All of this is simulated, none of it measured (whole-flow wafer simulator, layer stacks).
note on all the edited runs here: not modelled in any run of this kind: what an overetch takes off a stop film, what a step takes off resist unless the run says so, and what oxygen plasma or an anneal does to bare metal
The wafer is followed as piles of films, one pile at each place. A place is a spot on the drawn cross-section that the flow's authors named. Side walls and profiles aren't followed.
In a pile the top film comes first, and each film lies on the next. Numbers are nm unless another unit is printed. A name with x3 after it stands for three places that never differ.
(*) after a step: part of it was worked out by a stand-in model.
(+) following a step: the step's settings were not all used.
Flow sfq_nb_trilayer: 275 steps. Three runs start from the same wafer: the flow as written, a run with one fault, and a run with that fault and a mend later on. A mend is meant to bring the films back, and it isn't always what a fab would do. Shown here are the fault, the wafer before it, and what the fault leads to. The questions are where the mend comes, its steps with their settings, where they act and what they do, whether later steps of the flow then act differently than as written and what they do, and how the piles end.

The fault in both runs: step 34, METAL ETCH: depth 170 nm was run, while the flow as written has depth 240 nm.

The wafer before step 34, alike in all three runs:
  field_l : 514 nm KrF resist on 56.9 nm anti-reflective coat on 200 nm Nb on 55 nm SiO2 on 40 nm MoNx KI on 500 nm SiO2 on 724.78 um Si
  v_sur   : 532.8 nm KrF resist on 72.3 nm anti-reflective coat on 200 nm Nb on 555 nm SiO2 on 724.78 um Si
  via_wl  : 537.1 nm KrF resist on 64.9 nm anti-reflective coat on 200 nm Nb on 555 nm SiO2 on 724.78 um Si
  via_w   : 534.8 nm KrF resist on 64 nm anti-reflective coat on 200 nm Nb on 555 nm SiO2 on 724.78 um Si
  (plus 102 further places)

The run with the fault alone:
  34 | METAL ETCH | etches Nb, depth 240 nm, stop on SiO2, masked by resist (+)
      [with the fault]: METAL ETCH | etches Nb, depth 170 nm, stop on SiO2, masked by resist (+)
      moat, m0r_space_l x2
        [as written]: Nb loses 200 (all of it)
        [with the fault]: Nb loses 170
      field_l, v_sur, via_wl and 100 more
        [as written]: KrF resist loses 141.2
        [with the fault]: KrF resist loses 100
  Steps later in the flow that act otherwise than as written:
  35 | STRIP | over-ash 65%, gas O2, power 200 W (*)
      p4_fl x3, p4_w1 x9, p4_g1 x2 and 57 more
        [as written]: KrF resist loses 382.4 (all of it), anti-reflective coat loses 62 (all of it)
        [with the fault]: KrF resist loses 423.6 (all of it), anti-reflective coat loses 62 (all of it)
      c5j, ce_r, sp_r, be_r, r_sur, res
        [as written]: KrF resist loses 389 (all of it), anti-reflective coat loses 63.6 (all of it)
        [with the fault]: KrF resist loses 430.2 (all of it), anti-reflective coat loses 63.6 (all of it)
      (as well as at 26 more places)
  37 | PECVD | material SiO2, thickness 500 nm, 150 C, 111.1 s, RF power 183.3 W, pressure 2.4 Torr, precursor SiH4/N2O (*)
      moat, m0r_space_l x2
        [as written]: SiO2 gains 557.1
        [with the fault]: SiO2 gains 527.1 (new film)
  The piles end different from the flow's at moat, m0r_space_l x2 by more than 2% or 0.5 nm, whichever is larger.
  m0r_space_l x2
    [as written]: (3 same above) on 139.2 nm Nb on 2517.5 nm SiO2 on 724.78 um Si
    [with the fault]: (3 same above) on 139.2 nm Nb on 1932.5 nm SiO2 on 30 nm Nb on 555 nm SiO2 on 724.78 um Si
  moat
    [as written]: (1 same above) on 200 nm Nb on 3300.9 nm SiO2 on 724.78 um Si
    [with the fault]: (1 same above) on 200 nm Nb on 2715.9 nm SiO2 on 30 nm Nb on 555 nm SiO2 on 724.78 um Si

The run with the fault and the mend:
  The mend follows step 34.
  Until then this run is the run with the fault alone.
  34a | METAL ETCH | etches Nb, depth 70 nm, stop on SiO2, masked by resist (+) (the flow's step 34 again, with other settings)
      field_l, v_sur, via_wl and 100 more
        KrF resist loses 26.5
      moat, m0r_space_l x2
        Nb loses 30 (all of it)
  Steps later in the flow that act otherwise than as written:
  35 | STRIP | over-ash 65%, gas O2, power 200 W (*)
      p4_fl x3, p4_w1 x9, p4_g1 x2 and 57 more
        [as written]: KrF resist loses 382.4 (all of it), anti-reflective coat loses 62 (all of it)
        [with the mend]: KrF resist loses 397.1 (all of it), anti-reflective coat loses 62 (all of it)
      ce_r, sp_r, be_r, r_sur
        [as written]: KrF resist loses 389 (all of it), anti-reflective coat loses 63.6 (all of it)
        [with the mend]: KrF resist loses 403.7 (all of it), anti-reflective coat loses 63.6 (all of it)
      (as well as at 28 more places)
  By the end, the piles equal the flow's at every place that both follow.
